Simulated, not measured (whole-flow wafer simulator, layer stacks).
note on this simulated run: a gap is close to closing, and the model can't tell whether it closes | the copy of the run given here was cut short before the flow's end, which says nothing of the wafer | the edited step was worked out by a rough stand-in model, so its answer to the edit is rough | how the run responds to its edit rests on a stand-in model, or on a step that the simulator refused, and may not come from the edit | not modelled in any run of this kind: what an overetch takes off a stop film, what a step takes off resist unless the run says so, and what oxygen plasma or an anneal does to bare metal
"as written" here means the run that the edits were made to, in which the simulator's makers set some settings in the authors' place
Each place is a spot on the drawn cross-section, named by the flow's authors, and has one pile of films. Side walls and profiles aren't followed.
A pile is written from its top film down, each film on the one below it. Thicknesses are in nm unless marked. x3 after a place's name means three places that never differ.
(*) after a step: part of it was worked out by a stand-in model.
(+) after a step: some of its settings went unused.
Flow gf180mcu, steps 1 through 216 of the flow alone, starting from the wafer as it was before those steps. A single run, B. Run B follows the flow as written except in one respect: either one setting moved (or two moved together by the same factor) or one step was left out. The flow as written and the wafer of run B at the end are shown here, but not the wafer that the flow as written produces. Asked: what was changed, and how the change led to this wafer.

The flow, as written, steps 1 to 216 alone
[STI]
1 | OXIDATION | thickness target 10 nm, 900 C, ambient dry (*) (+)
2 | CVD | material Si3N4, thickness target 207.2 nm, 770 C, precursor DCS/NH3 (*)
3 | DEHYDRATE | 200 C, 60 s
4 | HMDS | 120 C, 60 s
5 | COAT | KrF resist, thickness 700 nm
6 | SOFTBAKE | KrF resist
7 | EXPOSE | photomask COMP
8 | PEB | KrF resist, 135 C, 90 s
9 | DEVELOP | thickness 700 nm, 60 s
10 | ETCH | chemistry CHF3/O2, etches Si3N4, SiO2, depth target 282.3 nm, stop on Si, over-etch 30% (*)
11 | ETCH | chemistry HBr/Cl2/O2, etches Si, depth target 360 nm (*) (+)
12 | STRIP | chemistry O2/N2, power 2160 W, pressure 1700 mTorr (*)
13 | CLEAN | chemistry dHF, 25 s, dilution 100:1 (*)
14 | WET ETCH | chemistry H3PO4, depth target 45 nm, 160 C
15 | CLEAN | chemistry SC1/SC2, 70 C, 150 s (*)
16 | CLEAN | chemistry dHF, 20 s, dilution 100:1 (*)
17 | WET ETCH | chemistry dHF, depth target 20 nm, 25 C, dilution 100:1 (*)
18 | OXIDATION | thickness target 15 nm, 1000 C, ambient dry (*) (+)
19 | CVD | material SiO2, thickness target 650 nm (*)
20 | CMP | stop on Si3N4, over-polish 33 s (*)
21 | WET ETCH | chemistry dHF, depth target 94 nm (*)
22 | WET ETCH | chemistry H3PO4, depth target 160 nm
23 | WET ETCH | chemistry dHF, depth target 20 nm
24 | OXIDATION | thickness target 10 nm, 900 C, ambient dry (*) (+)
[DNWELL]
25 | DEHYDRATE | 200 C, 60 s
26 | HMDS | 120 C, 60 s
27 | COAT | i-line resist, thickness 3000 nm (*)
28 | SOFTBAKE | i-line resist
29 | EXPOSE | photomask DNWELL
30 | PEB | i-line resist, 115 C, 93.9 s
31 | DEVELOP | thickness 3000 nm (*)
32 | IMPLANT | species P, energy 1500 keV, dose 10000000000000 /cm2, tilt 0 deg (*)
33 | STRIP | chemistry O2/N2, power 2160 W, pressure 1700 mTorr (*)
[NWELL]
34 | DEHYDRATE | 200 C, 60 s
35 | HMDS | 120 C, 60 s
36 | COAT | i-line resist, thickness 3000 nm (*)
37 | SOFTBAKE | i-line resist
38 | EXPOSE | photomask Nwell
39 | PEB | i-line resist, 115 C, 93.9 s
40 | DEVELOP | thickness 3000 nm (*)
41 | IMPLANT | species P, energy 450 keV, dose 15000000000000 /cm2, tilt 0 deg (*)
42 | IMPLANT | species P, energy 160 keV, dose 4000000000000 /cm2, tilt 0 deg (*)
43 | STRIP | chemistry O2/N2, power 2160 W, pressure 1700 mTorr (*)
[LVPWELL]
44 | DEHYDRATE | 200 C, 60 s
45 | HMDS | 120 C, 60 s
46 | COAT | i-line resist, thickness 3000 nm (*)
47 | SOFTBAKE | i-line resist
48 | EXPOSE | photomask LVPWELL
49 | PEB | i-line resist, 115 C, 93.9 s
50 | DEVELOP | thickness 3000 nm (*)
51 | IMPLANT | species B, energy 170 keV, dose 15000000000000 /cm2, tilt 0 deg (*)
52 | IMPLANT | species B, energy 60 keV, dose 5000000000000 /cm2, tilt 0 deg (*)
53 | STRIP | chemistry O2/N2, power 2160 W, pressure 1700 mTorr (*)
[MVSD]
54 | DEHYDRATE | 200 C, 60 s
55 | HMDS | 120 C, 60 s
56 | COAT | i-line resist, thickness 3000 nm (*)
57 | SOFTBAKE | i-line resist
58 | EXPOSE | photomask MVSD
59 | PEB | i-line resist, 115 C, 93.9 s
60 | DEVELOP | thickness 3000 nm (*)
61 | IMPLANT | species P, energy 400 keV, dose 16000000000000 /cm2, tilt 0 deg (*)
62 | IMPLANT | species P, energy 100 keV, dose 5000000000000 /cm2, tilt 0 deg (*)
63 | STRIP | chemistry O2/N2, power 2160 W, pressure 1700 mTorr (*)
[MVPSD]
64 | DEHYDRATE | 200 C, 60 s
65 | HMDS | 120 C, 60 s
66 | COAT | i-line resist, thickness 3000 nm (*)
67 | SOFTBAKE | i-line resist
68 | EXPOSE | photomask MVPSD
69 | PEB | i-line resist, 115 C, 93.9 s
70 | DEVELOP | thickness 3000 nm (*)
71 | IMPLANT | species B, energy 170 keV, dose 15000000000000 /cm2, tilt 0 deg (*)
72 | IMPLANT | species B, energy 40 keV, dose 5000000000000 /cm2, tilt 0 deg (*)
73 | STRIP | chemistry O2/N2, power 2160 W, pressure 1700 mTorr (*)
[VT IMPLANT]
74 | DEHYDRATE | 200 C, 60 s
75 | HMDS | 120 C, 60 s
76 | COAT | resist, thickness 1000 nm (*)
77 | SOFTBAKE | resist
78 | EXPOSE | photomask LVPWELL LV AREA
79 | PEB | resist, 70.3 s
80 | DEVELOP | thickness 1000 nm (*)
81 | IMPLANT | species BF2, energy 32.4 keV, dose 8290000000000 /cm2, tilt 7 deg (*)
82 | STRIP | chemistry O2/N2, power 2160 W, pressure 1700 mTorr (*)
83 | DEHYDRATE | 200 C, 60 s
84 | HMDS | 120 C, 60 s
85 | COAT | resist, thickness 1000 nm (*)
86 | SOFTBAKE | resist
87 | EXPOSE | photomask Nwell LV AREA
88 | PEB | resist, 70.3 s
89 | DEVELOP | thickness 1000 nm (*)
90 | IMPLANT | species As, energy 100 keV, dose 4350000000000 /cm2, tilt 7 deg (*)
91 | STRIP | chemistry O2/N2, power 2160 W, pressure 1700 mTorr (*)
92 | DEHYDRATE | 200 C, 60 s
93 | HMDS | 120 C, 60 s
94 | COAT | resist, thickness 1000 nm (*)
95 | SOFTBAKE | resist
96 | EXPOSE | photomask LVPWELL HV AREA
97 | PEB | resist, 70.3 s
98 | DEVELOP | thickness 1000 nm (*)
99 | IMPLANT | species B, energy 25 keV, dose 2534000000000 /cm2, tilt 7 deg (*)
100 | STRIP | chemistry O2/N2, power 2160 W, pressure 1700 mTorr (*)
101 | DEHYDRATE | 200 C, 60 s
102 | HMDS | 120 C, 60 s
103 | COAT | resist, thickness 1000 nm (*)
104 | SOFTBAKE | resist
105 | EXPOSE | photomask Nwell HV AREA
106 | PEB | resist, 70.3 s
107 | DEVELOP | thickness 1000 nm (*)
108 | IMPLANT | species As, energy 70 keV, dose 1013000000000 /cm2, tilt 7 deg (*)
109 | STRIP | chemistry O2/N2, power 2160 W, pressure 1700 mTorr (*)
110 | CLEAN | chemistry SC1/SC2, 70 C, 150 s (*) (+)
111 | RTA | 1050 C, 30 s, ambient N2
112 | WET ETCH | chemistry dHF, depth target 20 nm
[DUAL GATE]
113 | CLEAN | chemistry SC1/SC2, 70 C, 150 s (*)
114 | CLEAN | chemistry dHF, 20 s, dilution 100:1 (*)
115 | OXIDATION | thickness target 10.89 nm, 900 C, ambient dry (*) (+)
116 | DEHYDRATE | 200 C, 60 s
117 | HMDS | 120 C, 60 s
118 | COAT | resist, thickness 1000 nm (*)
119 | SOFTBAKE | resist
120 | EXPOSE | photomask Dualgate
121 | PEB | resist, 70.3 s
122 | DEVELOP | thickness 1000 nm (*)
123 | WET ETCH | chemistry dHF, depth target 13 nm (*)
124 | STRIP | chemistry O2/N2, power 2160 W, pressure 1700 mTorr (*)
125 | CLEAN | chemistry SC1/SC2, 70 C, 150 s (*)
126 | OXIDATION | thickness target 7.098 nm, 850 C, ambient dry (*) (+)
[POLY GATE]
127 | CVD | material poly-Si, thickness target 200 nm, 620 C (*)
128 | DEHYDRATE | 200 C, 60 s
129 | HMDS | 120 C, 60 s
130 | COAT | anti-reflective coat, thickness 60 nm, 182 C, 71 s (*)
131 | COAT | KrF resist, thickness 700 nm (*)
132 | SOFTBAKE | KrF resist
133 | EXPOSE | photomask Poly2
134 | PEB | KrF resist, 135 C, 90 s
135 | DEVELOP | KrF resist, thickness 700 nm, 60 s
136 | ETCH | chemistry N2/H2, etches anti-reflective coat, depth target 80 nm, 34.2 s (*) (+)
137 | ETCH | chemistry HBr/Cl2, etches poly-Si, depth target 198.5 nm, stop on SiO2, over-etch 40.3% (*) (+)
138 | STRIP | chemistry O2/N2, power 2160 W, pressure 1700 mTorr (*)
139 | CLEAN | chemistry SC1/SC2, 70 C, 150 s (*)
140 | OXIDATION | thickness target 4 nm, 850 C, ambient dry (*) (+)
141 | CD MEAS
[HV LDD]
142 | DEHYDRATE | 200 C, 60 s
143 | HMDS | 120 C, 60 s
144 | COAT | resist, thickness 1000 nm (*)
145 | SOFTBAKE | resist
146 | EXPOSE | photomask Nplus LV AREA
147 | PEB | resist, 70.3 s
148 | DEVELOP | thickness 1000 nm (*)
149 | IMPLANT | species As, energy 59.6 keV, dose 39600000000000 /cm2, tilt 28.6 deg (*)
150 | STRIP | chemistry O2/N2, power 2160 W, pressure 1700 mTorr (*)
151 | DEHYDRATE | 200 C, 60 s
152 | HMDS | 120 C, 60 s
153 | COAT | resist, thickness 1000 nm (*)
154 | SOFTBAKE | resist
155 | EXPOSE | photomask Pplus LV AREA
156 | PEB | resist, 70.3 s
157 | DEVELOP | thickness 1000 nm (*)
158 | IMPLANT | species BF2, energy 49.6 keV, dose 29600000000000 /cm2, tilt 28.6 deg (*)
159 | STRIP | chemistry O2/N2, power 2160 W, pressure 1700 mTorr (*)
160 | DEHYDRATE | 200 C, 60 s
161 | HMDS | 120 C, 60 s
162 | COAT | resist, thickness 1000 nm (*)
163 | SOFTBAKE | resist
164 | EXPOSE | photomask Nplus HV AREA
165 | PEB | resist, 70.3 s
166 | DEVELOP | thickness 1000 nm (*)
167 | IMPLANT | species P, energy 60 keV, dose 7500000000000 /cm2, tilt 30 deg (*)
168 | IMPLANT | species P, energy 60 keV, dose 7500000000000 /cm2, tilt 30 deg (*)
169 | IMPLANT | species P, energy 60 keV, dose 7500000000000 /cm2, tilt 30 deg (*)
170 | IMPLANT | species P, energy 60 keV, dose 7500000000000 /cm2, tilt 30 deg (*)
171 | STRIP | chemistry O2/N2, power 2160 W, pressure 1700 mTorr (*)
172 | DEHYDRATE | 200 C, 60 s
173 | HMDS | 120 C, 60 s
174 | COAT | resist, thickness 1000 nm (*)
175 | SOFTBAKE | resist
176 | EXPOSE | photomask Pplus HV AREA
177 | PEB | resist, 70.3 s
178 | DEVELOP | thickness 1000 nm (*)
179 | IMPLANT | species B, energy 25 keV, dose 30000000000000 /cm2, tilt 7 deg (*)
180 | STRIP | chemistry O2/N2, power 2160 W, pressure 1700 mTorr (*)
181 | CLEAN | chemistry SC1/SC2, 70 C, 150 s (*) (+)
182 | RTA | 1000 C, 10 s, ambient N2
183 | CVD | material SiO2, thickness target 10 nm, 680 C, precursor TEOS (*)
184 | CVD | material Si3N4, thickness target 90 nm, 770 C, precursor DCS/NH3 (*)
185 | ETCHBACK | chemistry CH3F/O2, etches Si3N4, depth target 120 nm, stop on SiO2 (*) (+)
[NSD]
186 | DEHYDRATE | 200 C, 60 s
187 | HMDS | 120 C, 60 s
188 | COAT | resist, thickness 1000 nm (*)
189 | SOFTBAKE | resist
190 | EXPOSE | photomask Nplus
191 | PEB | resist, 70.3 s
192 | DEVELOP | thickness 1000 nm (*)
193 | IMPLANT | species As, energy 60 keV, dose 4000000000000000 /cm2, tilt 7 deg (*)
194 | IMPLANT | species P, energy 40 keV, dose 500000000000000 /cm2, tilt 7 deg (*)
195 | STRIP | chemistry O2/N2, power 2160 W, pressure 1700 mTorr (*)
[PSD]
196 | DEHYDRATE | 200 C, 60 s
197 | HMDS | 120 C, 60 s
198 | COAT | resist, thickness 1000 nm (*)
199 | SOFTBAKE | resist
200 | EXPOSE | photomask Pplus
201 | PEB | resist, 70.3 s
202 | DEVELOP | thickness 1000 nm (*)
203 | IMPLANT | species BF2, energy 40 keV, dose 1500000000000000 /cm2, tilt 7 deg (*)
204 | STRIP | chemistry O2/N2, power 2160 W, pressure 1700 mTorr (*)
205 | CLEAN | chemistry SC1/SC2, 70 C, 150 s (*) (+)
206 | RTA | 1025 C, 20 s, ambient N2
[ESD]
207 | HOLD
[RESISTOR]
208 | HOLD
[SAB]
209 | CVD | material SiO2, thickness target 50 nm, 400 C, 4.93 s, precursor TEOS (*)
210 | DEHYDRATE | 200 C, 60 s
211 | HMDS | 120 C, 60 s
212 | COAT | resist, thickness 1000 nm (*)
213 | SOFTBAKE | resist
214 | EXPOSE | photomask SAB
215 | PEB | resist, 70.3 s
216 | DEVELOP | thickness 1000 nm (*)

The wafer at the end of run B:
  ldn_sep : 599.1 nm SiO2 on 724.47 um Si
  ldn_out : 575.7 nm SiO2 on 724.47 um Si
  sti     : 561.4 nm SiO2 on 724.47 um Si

What caused this: step 11, ETCH: depth target 522 nm was run, while the flow as written has depth target 360 nm.

How this came from the change, step by step:
  11 | ETCH | chemistry HBr/Cl2/O2, etches Si, depth target 360 nm (*) (+)
      active, n_well, p_well and 40 more: -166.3 KrF resist (in the flow as written it would be: -112.3 KrF resist)
      field, field_sub, sti and 34 more: -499 Si (in the flow as written it would be: -337 Si)
  12 | STRIP | chemistry O2/N2, power 2160 W, pressure 1700 mTorr (*)
      active, n_well, p_well and 40 more: -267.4 KrF resist (all of it) (in the flow as written it would be: -321.4 KrF resist (all of it))
  19 | CVD | material SiO2, thickness target 650 nm (*)
      m1, ld_fp_n, ld_drift_n and 8 more: +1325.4 SiO2 (in the flow as written it would be: +1163.4 SiO2)
  20 | CMP | stop on Si3N4, over-polish 33 s (*)
      sti, mim_1p0 x3, iso_nw_fld and 9 more: nothing (in the flow as written it would be: -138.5 SiO2)
      nw_enc_fld, nw_enc_fld_lv: nothing (in the flow as written it would be: -142.5 SiO2)
      (and at 10 other places as well)
  28 | SOFTBAKE | i-line resist
      ld_fp_n: nothing (in the flow as written it would be: +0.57 i-line resist)
      nw_enc_fld: +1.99 i-line resist (in the flow as written it would be: -1.36 i-line resist)
      (and at 54 other places as well)
  37 | SOFTBAKE | i-line resist
      ld_fp_n: nothing (in the flow as written it would be: +0.57 i-line resist)
      nw_enc_fld: +1.99 i-line resist (in the flow as written it would be: -1.36 i-line resist)
      (and at 54 other places as well)
  47 | SOFTBAKE | i-line resist
      ld_fp_n: nothing (in the flow as written it would be: +0.57 i-line resist)
      nw_enc_fld: +1.99 i-line resist (in the flow as written it would be: -1.36 i-line resist)
      (and at 54 other places as well)
  57 | SOFTBAKE | i-line resist
      ld_fp_n: nothing (in the flow as written it would be: +0.57 i-line resist)
      nw_enc_fld: +1.99 i-line resist (in the flow as written it would be: -1.36 i-line resist)
      (and at 54 other places as well)
  67 | SOFTBAKE | i-line resist
      ld_fp_n: nothing (in the flow as written it would be: +0.57 i-line resist)
      nw_enc_fld: +1.99 i-line resist (in the flow as written it would be: -1.36 i-line resist)
      (and at 54 other places as well)
  77 | SOFTBAKE | resist
      field_sub__w4: +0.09 resist (in the flow as written it would be: -0.45 resist)
      ld_acc_n: -0.1 resist (in the flow as written it would be: +0.41 resist)
      (and at 20 other places as well)
  86 | SOFTBAKE | resist
      field_sub__w4: +0.09 resist (in the flow as written it would be: -0.45 resist)
      ld_acc_n: -0.1 resist (in the flow as written it would be: +0.41 resist)
      (and at 20 other places as well)
  95 | SOFTBAKE | resist
      field_sub__w4: +0.09 resist (in the flow as written it would be: -0.45 resist)
      ld_acc_n: -0.1 resist (in the flow as written it would be: +0.41 resist)
      (and at 20 other places as well)
  104 | SOFTBAKE | resist
      field_sub__w4: +0.09 resist (in the flow as written it would be: -0.45 resist)
      ld_acc_n: -0.1 resist (in the flow as written it would be: +0.41 resist)
      (and at 20 other places as well)
  119 | SOFTBAKE | resist
      field_sub: +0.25 resist (in the flow as written it would be: -0.73 resist)
      field_sub__w1: +0.13 resist (in the flow as written it would be: -0.52 resist)
      (and at 23 other places as well)
  130 | COAT | anti-reflective coat, thickness 60 nm, 182 C, 71 s (*)
      sti, mim_1p0 x3: +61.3 anti-reflective coat (new film) (in the flow as written it would be: +55.7 anti-reflective coat (new film))
      p_well, spacer, sd_n: +52.5 anti-reflective coat (new film) (in the flow as written it would be: +70.9 anti-reflective coat (new film))
      (and at 77 other places as well)
  136 | ETCH | chemistry N2/H2, etches anti-reflective coat, depth target 80 nm, 34.2 s (*) (+)
      sti, mim_1p0 x3: -61.3 anti-reflective coat (all of it), -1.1 poly-Si (in the flow as written it would be: -55.7 anti-reflective coat (all of it), -1.24 poly-Si)
      p_well, spacer, sd_n: -52.5 anti-reflective coat (all of it), -1.32 poly-Si (in the flow as written it would be: -70.9 anti-reflective coat (all of it), -0.85 poly-Si)
      (and at 50 other places as well)
  ... another 29 steps ...
  216 | DEVELOP | thickness 1000 nm (*)
      field__w6: -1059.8 resist (all of it) (in the flow as written it would be: -1026.2 resist (all of it))
      spacer: -886.7 resist (all of it) (in the flow as written it would be: -905.1 resist (all of it))
      (and at 1 other place as well)
